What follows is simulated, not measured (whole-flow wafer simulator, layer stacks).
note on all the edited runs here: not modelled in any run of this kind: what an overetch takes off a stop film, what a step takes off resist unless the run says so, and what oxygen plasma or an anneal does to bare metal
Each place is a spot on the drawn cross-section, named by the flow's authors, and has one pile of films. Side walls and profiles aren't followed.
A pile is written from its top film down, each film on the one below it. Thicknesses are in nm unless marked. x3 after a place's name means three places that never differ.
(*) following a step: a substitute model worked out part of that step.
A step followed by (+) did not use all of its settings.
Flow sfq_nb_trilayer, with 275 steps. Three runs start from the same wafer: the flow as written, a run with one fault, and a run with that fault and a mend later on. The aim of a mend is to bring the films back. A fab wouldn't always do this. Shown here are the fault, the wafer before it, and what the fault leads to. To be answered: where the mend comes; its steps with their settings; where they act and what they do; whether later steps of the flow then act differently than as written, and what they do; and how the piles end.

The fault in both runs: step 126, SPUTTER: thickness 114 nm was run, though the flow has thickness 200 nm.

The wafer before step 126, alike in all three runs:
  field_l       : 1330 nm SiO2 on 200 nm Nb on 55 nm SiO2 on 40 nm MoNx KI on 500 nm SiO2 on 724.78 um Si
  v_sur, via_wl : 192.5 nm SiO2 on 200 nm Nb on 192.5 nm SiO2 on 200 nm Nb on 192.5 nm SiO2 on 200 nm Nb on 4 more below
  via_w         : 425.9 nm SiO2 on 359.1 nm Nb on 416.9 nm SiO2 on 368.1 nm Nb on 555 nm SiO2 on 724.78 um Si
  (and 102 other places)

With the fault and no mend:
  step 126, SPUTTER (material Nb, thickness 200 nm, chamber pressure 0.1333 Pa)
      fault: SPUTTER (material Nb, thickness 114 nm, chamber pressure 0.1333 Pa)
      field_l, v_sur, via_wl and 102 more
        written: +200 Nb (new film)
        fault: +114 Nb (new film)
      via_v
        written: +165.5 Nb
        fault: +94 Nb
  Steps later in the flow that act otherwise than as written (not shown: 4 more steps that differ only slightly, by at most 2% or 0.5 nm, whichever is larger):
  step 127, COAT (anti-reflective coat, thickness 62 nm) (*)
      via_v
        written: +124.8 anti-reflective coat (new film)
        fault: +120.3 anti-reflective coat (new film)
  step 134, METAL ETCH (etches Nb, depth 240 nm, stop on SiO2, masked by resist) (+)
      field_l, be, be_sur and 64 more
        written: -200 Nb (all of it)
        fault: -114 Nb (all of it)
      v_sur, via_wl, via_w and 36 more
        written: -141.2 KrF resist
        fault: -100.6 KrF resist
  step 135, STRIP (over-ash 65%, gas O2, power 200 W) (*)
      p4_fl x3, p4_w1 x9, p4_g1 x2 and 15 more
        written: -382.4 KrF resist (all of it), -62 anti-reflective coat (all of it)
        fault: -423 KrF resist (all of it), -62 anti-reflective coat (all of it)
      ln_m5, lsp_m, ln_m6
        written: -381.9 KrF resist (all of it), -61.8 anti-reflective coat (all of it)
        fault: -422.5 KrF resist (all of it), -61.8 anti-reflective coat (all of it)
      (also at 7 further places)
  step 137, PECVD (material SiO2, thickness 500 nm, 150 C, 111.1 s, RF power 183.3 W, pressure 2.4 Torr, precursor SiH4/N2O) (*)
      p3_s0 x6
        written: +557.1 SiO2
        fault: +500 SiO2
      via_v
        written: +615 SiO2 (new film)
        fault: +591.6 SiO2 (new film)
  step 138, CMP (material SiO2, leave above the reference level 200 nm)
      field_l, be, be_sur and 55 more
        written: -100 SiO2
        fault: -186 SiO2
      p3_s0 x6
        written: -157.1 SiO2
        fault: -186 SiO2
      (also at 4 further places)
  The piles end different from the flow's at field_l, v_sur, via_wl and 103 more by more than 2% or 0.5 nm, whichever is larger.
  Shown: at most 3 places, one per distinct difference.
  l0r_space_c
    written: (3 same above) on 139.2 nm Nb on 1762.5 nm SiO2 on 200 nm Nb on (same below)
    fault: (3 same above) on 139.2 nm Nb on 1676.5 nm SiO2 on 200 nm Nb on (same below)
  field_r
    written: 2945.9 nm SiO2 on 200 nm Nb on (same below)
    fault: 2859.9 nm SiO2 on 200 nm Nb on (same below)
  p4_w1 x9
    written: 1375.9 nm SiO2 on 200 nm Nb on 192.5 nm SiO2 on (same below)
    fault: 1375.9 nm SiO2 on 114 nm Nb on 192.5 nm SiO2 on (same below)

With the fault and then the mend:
  After step 126 comes the mend.
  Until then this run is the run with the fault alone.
  step 126a, SPUTTER (material Nb, thickness 86 nm, chamber pressure 0.1333 Pa) (a further turn of the flow's step 126, with different settings)
      field_l, v_sur, via_wl and 102 more
        +86 Nb
      via_v
        +69.1 Nb
  Later steps of the flow that are run all act as written at every place that is followed, up to a difference of at most 2% or 0.5 nm, whichever is larger.
  At the end the piles are close to the flow's at the places that both follow, differing by at most 2% or 0.5 nm, whichever is larger.
